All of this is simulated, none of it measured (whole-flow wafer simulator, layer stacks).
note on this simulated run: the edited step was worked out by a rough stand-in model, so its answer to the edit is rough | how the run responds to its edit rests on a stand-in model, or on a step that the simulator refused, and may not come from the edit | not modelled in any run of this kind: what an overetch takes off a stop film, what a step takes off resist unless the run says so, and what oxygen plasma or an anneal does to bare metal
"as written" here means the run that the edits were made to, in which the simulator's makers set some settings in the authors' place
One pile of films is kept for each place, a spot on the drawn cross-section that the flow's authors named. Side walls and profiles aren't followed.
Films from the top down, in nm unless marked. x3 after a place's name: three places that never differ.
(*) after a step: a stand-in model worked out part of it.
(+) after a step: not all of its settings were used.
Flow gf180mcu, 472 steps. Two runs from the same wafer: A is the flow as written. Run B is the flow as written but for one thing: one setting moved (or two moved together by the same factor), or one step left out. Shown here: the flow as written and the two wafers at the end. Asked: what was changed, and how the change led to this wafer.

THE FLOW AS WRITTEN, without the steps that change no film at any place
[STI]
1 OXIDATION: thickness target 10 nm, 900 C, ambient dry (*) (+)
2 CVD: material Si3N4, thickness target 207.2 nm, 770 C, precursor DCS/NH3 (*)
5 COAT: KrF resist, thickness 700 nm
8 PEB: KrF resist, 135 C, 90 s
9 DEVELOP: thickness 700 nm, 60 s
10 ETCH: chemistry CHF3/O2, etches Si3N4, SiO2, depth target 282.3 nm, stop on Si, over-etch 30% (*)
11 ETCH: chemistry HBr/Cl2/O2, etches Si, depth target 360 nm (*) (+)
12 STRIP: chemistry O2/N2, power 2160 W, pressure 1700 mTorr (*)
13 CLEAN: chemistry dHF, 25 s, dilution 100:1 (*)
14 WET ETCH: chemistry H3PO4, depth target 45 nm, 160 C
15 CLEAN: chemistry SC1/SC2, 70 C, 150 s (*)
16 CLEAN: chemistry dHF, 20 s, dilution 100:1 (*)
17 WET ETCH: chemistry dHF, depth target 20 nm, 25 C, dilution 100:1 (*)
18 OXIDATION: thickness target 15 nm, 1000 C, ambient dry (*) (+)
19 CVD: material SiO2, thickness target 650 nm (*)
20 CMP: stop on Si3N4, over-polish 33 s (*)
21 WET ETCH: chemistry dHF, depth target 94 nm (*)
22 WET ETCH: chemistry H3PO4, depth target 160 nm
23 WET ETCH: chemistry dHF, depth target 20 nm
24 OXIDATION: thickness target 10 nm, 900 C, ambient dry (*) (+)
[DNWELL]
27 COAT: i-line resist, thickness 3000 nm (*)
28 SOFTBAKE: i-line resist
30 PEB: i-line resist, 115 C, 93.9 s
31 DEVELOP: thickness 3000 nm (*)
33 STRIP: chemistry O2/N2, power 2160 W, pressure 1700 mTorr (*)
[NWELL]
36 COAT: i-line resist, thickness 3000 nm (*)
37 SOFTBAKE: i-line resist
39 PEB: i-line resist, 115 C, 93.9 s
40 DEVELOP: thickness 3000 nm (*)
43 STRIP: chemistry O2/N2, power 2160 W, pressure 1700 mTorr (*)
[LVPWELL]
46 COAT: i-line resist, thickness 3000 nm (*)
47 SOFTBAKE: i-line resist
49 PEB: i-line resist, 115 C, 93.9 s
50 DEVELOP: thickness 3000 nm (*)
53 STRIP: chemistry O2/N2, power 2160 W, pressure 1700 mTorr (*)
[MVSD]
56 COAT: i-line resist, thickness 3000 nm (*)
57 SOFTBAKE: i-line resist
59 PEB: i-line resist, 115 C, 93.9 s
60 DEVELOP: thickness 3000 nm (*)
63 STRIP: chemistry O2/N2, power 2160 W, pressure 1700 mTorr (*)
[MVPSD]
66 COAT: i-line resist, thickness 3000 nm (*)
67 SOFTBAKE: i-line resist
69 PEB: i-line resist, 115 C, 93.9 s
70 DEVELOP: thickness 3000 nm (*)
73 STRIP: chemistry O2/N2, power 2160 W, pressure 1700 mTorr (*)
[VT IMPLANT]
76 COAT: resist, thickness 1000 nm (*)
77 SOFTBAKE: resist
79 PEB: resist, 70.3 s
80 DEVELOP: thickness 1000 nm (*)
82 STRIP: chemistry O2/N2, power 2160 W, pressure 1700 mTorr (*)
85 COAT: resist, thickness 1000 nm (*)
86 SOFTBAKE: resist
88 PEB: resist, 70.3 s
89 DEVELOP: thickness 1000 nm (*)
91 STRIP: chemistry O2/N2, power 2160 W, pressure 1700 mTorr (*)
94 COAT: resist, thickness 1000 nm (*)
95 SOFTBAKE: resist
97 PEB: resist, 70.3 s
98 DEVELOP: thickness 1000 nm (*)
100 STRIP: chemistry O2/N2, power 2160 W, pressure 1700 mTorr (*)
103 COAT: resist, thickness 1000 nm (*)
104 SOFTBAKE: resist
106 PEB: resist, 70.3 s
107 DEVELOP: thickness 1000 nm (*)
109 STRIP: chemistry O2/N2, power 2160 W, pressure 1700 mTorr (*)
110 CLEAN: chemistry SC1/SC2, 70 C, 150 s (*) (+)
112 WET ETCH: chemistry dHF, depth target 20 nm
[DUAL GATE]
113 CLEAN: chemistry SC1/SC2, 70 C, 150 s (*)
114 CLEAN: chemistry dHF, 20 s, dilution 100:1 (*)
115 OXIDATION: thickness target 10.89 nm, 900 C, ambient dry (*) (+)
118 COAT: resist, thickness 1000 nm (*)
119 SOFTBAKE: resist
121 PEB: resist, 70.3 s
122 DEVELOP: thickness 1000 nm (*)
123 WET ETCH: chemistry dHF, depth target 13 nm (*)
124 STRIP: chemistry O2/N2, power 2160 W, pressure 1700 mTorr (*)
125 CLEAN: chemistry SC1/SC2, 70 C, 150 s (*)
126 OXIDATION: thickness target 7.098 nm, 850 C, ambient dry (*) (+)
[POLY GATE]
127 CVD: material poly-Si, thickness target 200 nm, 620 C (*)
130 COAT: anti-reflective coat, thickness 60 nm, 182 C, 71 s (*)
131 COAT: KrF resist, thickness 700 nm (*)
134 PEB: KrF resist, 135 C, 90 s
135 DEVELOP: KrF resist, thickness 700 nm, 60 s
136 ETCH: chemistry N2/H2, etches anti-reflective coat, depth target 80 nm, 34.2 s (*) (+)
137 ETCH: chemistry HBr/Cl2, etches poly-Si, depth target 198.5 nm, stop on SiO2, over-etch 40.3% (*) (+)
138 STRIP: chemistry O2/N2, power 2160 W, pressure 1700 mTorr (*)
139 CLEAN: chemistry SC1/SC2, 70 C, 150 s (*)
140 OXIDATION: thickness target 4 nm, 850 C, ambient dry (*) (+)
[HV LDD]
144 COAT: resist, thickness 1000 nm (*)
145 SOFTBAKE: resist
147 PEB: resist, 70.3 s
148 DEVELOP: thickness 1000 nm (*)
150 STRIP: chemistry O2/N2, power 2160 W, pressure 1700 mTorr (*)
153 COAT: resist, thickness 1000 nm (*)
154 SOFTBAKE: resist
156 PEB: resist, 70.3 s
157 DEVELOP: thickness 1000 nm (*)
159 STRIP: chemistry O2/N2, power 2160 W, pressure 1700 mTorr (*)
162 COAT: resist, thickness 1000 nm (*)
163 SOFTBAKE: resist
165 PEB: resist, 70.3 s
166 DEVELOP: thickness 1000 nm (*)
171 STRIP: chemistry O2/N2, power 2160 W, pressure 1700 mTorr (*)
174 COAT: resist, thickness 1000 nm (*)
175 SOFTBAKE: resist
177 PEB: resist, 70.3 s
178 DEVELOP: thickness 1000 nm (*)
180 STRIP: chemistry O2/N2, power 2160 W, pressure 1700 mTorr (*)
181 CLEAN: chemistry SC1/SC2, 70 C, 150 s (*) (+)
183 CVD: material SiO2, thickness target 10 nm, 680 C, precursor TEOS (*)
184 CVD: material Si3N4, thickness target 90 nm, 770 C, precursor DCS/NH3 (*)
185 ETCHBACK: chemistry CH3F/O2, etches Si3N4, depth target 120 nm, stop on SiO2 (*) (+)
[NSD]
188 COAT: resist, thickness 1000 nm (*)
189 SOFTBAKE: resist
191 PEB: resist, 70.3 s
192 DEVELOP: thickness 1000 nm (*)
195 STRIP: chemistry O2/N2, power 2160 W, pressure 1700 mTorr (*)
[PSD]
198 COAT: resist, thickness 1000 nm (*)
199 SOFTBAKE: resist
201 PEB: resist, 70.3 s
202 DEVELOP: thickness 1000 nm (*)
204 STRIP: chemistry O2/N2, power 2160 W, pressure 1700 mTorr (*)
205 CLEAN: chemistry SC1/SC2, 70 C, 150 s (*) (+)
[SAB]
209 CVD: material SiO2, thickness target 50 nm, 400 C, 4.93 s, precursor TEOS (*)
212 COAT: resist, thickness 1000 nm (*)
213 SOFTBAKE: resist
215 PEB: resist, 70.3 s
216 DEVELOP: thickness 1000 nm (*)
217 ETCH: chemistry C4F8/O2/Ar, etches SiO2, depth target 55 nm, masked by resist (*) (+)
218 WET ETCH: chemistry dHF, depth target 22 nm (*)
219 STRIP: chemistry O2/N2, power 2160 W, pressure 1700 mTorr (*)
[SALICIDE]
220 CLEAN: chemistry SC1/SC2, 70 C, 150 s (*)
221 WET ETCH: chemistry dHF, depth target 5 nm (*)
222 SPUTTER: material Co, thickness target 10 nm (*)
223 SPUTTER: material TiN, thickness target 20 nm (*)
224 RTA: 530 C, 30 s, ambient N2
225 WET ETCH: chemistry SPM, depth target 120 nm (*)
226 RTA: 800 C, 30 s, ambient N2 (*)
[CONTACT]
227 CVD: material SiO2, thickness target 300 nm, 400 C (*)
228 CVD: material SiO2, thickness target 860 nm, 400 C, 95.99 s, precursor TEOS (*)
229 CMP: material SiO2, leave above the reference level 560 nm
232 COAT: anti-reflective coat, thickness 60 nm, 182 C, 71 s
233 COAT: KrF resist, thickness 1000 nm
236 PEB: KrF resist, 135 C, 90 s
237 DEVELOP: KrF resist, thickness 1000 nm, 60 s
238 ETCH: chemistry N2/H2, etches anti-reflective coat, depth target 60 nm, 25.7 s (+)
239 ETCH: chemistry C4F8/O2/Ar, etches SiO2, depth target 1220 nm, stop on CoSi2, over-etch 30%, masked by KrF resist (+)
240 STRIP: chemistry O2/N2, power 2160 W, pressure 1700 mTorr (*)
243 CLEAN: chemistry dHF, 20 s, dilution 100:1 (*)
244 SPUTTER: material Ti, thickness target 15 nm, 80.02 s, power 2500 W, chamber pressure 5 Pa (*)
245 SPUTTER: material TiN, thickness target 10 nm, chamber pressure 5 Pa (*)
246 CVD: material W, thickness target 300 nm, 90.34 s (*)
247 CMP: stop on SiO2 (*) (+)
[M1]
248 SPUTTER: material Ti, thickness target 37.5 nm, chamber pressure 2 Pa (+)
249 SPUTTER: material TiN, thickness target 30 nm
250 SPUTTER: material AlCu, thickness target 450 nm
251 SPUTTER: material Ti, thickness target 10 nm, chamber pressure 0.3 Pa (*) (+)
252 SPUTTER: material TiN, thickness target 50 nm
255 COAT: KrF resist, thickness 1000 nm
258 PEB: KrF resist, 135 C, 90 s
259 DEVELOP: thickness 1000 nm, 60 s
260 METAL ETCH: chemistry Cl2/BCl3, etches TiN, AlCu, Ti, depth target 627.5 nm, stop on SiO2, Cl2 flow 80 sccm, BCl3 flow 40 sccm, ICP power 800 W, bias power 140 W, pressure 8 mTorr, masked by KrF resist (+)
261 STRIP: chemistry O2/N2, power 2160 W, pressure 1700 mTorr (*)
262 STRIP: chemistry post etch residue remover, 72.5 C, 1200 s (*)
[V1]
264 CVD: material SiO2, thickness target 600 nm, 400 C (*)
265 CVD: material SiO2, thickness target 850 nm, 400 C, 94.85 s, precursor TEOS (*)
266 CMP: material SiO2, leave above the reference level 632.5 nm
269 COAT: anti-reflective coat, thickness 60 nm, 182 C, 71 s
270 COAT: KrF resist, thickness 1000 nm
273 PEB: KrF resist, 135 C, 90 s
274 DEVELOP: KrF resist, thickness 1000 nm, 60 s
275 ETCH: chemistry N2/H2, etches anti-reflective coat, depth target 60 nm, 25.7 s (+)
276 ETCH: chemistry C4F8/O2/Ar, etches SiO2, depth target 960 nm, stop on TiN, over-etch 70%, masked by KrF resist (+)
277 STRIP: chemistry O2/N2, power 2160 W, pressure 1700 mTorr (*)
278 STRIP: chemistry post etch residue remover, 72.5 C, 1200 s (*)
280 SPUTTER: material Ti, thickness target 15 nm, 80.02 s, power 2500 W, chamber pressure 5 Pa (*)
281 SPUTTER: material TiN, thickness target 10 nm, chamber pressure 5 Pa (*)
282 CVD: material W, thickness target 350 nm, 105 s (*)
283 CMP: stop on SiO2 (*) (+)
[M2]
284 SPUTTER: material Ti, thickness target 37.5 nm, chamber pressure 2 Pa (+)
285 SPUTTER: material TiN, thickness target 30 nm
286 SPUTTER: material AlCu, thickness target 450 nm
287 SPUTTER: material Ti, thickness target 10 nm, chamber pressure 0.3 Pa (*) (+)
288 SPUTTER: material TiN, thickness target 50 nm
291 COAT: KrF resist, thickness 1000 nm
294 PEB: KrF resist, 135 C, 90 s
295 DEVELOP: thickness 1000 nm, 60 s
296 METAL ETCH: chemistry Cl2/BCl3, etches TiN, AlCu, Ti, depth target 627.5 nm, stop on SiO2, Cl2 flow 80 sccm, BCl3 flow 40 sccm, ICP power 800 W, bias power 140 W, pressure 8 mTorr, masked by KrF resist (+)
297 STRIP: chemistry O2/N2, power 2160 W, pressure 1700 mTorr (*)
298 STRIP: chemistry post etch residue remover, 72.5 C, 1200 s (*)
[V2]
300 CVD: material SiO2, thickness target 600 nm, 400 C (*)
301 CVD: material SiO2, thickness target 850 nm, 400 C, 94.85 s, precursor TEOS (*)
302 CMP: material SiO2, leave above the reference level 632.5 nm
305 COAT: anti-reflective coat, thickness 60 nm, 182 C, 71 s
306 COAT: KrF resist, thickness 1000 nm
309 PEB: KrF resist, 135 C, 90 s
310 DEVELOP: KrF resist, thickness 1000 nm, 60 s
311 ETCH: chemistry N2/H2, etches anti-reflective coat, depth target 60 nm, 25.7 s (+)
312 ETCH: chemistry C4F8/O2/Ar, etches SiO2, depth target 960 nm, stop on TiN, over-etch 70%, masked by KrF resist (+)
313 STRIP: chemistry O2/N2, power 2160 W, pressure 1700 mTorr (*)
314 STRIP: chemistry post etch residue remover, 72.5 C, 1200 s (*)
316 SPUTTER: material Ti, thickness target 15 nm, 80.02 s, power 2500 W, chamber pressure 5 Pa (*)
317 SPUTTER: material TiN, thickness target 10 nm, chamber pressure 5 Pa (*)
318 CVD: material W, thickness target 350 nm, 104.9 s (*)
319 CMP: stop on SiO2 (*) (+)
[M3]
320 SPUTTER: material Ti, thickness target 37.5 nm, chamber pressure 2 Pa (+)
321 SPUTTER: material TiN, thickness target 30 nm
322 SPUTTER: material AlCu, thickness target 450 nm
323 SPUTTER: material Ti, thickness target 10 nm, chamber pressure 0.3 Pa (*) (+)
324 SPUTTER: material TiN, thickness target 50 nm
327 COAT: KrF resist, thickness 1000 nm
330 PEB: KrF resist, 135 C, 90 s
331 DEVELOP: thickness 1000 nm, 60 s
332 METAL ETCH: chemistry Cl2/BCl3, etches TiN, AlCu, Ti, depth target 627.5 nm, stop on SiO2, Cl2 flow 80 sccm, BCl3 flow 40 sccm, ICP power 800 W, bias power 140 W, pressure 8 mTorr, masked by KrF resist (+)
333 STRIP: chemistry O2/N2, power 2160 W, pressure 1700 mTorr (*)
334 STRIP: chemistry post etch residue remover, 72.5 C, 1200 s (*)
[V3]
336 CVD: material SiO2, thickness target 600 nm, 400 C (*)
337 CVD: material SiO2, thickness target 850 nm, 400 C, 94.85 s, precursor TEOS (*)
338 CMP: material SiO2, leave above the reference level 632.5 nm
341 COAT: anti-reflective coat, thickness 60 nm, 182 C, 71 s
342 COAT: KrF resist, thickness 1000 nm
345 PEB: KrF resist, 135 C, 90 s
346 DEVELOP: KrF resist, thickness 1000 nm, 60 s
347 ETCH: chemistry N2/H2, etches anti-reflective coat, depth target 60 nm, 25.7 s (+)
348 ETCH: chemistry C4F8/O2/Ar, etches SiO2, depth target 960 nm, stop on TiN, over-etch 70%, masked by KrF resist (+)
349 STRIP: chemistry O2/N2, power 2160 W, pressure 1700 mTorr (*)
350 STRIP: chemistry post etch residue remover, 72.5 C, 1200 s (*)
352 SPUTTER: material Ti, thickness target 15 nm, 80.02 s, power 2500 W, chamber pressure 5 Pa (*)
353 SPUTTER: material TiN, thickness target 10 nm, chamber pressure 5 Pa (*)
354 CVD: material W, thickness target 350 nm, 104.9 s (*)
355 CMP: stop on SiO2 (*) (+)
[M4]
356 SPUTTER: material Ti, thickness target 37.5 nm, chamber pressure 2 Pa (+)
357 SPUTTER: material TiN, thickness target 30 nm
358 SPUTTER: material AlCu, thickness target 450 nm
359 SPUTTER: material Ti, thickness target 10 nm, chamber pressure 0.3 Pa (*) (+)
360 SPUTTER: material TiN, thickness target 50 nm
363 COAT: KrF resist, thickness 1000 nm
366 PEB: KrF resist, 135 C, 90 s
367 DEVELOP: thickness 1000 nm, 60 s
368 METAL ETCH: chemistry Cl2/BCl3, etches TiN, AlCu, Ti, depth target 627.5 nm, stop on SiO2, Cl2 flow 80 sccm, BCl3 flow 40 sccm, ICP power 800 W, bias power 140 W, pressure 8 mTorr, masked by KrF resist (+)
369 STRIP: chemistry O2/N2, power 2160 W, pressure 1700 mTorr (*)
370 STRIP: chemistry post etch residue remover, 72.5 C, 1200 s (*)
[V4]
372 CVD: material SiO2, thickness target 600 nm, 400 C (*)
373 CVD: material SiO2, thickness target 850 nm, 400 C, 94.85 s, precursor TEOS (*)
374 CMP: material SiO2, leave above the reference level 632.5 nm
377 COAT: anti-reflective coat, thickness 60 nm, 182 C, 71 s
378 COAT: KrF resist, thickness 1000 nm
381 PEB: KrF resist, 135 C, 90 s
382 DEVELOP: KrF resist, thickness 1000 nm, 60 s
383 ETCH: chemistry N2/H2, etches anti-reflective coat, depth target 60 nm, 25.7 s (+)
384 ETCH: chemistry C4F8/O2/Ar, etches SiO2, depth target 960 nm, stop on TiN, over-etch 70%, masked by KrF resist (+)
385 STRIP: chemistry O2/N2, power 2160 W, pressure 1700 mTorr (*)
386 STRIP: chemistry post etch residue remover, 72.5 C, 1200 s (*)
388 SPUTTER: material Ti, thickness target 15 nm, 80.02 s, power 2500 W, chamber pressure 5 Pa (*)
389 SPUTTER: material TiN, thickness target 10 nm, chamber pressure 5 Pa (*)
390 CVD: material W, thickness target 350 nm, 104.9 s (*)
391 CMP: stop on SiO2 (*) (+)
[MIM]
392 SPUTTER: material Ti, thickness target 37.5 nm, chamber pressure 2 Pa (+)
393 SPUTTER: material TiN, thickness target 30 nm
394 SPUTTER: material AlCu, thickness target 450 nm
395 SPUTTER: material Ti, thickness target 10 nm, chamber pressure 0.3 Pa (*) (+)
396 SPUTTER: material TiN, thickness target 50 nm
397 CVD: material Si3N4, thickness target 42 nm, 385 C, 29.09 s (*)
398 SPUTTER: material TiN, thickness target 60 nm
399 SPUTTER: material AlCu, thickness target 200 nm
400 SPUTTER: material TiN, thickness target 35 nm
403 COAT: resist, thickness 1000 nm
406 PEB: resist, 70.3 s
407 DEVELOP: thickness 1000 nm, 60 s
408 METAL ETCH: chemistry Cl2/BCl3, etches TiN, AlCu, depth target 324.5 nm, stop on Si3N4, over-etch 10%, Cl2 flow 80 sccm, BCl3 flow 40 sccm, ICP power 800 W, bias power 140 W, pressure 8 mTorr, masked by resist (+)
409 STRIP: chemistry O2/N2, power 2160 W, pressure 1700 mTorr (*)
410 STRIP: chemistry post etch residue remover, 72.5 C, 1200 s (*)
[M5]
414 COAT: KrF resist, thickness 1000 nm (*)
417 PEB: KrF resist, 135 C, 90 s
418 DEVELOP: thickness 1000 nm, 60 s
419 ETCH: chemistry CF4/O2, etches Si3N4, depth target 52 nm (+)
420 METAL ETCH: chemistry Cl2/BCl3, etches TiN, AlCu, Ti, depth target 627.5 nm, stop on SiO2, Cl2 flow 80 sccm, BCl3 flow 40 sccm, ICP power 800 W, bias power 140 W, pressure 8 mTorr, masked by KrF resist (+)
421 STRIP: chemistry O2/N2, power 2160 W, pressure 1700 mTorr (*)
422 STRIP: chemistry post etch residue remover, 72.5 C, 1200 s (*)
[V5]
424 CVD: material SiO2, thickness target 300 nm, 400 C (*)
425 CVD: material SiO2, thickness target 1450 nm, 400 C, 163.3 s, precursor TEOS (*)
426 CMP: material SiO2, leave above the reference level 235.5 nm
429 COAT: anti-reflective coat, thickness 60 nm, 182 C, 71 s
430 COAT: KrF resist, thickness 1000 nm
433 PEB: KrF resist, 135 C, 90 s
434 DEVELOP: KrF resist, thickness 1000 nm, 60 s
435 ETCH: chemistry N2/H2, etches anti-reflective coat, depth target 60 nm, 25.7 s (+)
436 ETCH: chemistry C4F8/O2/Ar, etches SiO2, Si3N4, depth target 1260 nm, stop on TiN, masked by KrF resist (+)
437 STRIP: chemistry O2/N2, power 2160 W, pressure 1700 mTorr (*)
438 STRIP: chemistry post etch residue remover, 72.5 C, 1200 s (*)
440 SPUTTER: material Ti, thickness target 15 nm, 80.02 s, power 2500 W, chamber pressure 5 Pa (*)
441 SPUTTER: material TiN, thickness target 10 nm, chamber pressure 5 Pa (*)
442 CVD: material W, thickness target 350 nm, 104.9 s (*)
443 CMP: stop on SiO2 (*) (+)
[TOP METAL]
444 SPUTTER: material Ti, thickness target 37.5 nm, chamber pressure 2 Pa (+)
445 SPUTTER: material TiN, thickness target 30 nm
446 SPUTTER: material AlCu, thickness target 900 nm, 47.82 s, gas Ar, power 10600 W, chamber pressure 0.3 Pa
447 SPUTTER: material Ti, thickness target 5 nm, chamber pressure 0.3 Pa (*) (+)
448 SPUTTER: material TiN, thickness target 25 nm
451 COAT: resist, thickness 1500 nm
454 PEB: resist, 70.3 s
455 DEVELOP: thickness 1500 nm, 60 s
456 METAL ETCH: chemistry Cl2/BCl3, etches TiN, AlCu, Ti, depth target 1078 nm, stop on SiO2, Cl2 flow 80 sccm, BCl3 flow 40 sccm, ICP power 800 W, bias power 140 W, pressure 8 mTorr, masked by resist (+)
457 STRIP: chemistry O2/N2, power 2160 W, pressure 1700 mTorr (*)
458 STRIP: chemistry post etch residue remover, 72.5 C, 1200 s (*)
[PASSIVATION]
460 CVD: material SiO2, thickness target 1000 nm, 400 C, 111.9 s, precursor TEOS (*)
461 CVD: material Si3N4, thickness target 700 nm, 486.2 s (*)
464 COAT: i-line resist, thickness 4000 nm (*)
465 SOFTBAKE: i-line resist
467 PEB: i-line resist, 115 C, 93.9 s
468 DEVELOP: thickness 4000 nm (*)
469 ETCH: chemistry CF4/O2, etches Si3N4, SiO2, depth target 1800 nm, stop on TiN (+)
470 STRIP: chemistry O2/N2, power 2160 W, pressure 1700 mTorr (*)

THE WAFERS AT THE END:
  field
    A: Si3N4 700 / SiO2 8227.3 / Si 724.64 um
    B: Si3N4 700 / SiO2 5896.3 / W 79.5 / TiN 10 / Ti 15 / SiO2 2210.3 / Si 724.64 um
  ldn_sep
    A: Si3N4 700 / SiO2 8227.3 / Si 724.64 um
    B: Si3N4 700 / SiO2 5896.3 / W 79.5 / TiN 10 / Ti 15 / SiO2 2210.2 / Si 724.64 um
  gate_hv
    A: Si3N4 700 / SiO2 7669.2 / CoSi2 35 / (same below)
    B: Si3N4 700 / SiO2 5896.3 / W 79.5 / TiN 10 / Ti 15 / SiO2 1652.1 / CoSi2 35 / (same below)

The cause: step 265, CVD: thickness target 404 nm was run, where the flow has thickness target 850 nm; step 265, CVD: 45.05 s was run, where the flow has 94.85 s.

How the change led to this, step by step:
  265 CVD: material SiO2, thickness target 850 nm, 400 C, 94.85 s, precursor TEOS (*)
      field, field__w1, field__w2 and 108 more: A SiO2 +850 | B SiO2 +413.2
  266 CMP: material SiO2, leave above the reference level 632.5 nm
      field, field__w1, field__w2 and 99 more: A SiO2 -300 | B nothing
      field__w8, contact, m1 and 6 more: A SiO2 -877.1 | B SiO2 -440.3
  269 COAT: anti-reflective coat, thickness 60 nm, 182 C, 71 s
      gate, gate_nat: A anti-reflective coat +60 (new film) | B anti-reflective coat +61.6 (new film)
      field: A anti-reflective coat +60 (new film) | B anti-reflective coat +115 (new film)
      (and at 19 more places)
  270 COAT: KrF resist, thickness 1000 nm
      field: A KrF resist +1000 (new film) | B KrF resist +979.4 (new film)
      field__w1: A KrF resist +1000 (new film) | B KrF resist +976.3 (new film)
      (and at 9 more places)
  273 PEB: KrF resist, 135 C, 90 s
      m1__w1, nw_sep_fld: A KrF resist -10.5 | B KrF resist -9.69
      contact: A KrF resist -10.5 | B KrF resist -9.44
      (and at 2 more places)
  274 DEVELOP: KrF resist, thickness 1000 nm, 60 s
      contact: A KrF resist -989.5 (all of it) | B KrF resist -920.3 (all of it)
  275 ETCH: chemistry N2/H2, etches anti-reflective coat, depth target 60 nm, 25.7 s (+)
      contact: A anti-reflective coat -60 (all of it), SiO2 -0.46 | B anti-reflective coat -22.9 (all of it), SiO2 -1.41
  277 STRIP: chemistry O2/N2, power 2160 W, pressure 1700 mTorr (*)
      field: A KrF resist -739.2 (all of it), anti-reflective coat -60 (all of it) | B KrF resist -718.8 (all of it), anti-reflective coat -115 (all of it)
      field__w1: A KrF resist -739.2 (all of it), anti-reflective coat -60 (all of it) | B KrF resist -715.7 (all of it), anti-reflective coat -87.1 (all of it)
      (and at 19 more places)
  280 SPUTTER: material Ti, thickness target 15 nm, 80.02 s, power 2500 W, chamber pressure 5 Pa (*)
      contact: A Ti +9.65 (new film) | B Ti +10.5 (new film)
  281 SPUTTER: material TiN, thickness target 10 nm, chamber pressure 5 Pa (*)
      contact: A TiN +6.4 (new film) | B TiN +6.95 (new film)
  282 CVD: material W, thickness target 350 nm, 105 s (*)
      contact: A W +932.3 (new film) | B W +794.2 (new film)
  283 CMP: stop on SiO2 (*) (+)
      field, field__w1, field__w2 and 99 more: A W -350 (all of it), TiN -10 (all of it), Ti -15 (all of it), SiO2 -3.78 | B W -258.2
      field__w8, m1, m1__w1, polyc_n, polyc_n_rim, polyc_p, polyc_p_rim, m1_nw: A W -350 (all of it), TiN -10 (all of it), Ti -15 (all of it), SiO2 -3.78 | B W -350 (all of it), TiN -10 (all of it), Ti -15 (all of it), SiO2 -20
      (and at 1 more place)
  296 METAL ETCH: chemistry Cl2/BCl3, etches TiN, AlCu, Ti, depth target 627.5 nm, stop on SiO2, Cl2 flow 80 sccm, BCl3 flow 40 sccm, ICP power 800 W, bias power 140 W, pressure 8 mTorr, masked by KrF resist (+)
      field, field__w1, field__w2 and 99 more: A TiN -50 (all of it), Ti -10 (all of it), AlCu -450 (all of it), TiN -30 (all of it), Ti -37.5 (all of it) | B TiN -50 (all of it), Ti -10 (all of it), AlCu -450 (all of it), TiN -30 (all of it), Ti -37.5 (all of it), W -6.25
  298 STRIP: chemistry post etch residue remover, 72.5 C, 1200 s (*)
      field, field__w1, field__w2 and 99 more: A nothing | B W -6.01
  300 CVD: material SiO2, thickness target 600 nm, 400 C (*)
      field, field__w1, field__w2 and 99 more: A SiO2 +600 | B SiO2 +600 (new film)
  302 CMP: material SiO2, leave above the reference level 632.5 nm
      field, field__w1, field__w2 and 99 more: A SiO2 -300 | B SiO2 -287.7
Counting metal films that touch as one body, field has 1 body; the flow as written gives 0 bodies.
Counting metal films that touch as one body, ldn_sep has 1 body; the flow as written gives 0 bodies.
Counting metal films that touch as one body, gate_hv has 2 bodies (between them, from the top down: SiO2 1652.1); the flow as written gives 1 body.
